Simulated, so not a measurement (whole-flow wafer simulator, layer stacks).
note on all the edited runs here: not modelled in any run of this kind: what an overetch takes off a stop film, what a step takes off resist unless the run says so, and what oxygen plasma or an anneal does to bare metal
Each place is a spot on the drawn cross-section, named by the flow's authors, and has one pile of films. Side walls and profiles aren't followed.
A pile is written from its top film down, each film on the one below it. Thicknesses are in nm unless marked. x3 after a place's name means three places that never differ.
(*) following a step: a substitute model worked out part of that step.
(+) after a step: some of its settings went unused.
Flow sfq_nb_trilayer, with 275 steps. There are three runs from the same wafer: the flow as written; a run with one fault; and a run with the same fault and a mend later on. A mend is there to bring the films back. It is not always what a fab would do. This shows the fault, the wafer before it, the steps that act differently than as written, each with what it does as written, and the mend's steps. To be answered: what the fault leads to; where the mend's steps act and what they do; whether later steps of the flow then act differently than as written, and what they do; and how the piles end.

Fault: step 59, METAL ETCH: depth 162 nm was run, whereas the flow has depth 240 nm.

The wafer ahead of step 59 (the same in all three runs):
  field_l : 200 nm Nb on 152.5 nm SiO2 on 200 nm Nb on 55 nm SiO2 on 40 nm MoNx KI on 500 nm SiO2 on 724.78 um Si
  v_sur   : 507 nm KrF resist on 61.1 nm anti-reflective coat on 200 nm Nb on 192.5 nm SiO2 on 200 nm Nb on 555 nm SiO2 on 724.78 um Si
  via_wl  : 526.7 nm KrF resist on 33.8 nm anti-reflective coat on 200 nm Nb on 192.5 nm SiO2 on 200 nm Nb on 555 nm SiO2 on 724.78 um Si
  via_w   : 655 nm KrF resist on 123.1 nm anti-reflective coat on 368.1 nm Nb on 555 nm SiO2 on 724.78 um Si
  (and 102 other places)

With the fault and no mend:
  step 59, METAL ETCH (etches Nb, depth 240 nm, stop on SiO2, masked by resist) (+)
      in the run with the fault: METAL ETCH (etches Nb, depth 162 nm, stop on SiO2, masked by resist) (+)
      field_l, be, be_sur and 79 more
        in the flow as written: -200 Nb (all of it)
        in the run with the fault: -162 Nb
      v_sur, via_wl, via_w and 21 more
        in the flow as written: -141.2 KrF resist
        in the run with the fault: -95.3 KrF resist
  Steps later in the flow that act otherwise than as written:
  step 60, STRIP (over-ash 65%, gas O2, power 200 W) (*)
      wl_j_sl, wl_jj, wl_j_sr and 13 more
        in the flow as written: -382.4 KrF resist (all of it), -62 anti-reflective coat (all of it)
        in the run with the fault: -428.3 KrF resist (all of it), -62 anti-reflective coat (all of it)
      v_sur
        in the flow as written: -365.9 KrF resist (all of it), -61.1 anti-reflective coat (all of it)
        in the run with the fault: -411.7 KrF resist (all of it), -61.1 anti-reflective coat (all of it)
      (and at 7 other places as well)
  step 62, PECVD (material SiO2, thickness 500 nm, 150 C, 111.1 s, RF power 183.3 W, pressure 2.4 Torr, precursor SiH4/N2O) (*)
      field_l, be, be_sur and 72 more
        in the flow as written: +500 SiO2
        in the run with the fault: +500 SiO2 (new film)
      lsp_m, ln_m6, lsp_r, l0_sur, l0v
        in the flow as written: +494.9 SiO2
        in the run with the fault: +500 SiO2 (new film)
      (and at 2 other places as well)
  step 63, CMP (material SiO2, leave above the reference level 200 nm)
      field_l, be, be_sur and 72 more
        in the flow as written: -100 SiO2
        in the run with the fault: -138 SiO2
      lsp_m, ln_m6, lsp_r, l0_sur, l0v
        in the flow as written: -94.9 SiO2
        in the run with the fault: -138 SiO2
  By the end, the piles at field_l, be, be_sur and 79 more depart from the flow's by more than 2% or 0.5 nm, whichever is larger.
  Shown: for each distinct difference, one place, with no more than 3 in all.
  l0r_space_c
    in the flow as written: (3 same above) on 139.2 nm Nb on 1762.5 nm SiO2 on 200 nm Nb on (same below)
    in the run with the fault: (3 same above) on 139.2 nm Nb on 1532 nm SiO2 on 38 nm Nb on 192.5 nm SiO2 on 200 nm Nb on (same below)
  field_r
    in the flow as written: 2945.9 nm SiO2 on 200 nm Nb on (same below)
    in the run with the fault: 2715.4 nm SiO2 on 38 nm Nb on 192.5 nm SiO2 on 200 nm Nb on (same below)
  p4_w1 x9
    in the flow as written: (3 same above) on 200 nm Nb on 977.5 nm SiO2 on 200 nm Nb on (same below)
    in the run with the fault: (3 same above) on 200 nm Nb on 747 nm SiO2 on 38 nm Nb on 192.5 nm SiO2 on 200 nm Nb on (same below)

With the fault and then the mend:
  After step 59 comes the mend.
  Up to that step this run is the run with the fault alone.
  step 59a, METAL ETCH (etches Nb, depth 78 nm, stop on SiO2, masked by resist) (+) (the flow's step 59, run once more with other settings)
      field_l, be, be_sur and 79 more
        -38 Nb (all of it)
      v_sur, via_wl, via_w and 21 more
        -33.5 KrF resist
  Steps later in the flow that act otherwise than as written:
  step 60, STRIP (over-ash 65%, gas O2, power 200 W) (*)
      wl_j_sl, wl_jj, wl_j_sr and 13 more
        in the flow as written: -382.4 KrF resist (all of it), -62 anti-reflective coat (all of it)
        in the run with the mend: -394.7 KrF resist (all of it), -62 anti-reflective coat (all of it)
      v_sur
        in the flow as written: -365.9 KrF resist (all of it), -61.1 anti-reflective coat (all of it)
        in the run with the mend: -378.2 KrF resist (all of it), -61.1 anti-reflective coat (all of it)
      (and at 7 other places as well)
  At every place that both follow, the piles at the end match the flow's.
